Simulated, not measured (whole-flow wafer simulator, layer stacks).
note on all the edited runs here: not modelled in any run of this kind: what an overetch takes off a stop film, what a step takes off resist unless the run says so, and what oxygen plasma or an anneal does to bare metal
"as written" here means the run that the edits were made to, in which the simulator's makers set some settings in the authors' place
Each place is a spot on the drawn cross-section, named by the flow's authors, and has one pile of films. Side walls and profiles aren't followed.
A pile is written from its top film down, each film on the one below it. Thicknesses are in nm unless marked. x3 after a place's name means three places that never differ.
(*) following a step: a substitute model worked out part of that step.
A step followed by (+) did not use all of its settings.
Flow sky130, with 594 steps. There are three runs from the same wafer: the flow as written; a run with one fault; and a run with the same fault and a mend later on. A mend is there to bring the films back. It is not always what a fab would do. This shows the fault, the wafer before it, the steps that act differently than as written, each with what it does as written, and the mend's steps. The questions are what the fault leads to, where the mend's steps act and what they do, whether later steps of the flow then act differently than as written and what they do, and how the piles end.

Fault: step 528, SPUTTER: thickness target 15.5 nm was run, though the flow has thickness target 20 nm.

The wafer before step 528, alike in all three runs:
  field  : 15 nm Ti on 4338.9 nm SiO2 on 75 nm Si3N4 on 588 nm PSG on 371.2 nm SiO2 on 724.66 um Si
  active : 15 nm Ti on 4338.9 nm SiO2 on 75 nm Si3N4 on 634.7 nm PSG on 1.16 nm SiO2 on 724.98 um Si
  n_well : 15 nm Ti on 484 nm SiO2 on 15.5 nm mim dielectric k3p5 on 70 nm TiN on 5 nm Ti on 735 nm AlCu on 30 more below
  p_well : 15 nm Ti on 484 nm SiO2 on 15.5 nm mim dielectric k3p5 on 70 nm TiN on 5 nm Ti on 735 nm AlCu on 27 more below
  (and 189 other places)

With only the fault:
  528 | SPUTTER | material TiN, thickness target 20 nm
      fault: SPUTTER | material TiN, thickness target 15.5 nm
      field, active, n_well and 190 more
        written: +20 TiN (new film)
        fault: +15.5 TiN (new film)
  Later steps of the flow acting differently than as written (19 other steps are not shown; they differ only slightly, by no more than 2% or 0.5 nm, whichever is larger):
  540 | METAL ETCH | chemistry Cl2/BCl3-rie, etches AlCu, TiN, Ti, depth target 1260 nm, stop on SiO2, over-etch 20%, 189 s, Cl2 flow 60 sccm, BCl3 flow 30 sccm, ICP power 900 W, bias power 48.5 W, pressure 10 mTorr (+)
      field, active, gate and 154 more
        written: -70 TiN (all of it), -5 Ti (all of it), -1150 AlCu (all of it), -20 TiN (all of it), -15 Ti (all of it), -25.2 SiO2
        fault: -70 TiN (all of it), -5 Ti (all of it), -1150 AlCu (all of it), -15.5 TiN (all of it), -15 Ti (all of it), -25.6 SiO2
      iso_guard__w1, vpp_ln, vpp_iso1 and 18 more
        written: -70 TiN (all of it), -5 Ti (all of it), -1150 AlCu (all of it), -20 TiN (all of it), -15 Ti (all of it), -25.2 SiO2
        fault: -70 TiN (all of it), -5 Ti (all of it), -1150 AlCu (all of it), -15.5 TiN (all of it), -15 Ti (all of it), -25.7 SiO2
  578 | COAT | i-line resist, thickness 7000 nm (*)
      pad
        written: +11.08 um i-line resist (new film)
        fault: +11.09 um i-line resist (new film)
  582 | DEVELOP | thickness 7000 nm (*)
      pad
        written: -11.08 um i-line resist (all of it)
        fault: -11.09 um i-line resist (all of it)
  At n_well, p_well, sd_n and 12 more, the piles at the end differ from the flow's by more than 2% or 0.5 nm, whichever is larger.
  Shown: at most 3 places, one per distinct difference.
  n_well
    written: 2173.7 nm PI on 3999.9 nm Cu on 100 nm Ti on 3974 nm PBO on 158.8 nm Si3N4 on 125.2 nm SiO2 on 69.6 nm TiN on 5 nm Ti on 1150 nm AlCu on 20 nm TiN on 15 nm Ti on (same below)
    fault: 2174.2 nm PI on 3999.9 nm Cu on 100 nm Ti on 3977.3 nm PBO on 158.8 nm Si3N4 on 125.2 nm SiO2 on 69.6 nm TiN on 5 nm Ti on 1150 nm AlCu on 15.5 nm TiN on 15 nm Ti on (same below)
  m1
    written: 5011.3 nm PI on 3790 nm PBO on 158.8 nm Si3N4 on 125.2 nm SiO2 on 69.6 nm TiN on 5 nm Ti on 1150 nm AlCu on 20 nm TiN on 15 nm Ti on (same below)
    fault: 5011.5 nm PI on 3793.7 nm PBO on 158.8 nm Si3N4 on 125.2 nm SiO2 on 69.6 nm TiN on 5 nm Ti on 1150 nm AlCu on 15.5 nm TiN on 15 nm Ti on (same below)
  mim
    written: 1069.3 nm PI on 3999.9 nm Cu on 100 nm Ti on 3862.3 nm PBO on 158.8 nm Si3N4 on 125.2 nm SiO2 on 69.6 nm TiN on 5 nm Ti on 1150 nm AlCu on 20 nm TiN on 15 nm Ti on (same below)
    fault: 1069.7 nm PI on 3999.9 nm Cu on 100 nm Ti on 3865.8 nm PBO on 158.8 nm Si3N4 on 125.2 nm SiO2 on 69.6 nm TiN on 5 nm Ti on 1150 nm AlCu on 15.5 nm TiN on 15 nm Ti on (same below)

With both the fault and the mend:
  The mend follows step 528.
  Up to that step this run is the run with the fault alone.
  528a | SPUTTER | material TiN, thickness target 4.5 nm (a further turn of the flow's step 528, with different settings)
      field, active, n_well and 190 more
        +4.5 TiN
  Every later step of the flow that is run acts as written at every place that is followed.
  At every place that both follow, the piles at the end match the flow's.
